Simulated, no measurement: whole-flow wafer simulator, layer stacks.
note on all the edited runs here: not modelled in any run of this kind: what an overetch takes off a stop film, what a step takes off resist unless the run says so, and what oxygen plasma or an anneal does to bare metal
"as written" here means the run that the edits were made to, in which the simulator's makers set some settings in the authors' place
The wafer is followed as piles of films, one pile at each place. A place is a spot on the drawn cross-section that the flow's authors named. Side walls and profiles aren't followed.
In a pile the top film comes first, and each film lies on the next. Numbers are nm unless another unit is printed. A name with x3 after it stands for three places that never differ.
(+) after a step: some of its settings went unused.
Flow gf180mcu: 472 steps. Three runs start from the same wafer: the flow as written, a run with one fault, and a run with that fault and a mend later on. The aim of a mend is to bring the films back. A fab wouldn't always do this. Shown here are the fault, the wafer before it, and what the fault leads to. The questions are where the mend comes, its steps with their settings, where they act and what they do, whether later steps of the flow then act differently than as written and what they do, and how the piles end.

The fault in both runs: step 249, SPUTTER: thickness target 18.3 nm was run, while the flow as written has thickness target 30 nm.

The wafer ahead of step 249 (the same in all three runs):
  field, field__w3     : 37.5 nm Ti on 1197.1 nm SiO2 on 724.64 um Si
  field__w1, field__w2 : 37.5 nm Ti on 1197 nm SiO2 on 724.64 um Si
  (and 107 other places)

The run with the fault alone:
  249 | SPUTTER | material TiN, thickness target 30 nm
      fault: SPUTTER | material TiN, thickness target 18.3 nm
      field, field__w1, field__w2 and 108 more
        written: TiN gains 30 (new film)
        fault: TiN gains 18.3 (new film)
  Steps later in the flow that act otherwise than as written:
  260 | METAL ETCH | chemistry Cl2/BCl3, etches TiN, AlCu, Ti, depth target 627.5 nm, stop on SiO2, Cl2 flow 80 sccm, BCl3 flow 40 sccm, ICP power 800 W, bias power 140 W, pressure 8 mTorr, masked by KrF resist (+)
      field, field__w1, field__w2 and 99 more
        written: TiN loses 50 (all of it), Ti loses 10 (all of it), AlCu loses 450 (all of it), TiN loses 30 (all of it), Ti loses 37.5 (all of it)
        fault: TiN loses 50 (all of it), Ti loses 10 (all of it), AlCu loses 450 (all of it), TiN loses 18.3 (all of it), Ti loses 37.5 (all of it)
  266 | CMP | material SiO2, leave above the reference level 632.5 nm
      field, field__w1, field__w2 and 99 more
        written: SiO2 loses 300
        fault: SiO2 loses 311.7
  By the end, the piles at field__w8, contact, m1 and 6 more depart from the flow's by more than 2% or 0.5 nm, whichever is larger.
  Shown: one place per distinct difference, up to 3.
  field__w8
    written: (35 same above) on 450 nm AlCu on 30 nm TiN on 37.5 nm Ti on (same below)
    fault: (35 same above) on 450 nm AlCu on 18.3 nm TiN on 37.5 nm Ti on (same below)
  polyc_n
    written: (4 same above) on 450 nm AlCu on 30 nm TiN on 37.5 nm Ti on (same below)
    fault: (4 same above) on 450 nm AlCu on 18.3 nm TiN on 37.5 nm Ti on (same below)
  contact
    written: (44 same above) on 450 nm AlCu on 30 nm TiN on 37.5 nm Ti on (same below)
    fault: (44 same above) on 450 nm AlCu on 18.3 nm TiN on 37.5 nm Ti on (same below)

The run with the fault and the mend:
  The mend follows step 249.
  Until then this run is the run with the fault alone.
  249a | SPUTTER | material TiN, thickness target 11.7 nm (the flow's step 249 again, with other settings)
      field, field__w1, field__w2 and 108 more
        TiN gains 11.7
  Later steps of the flow that are run all act as written at every place that is followed.
  At every place that both follow, the piles at the end match the flow's.
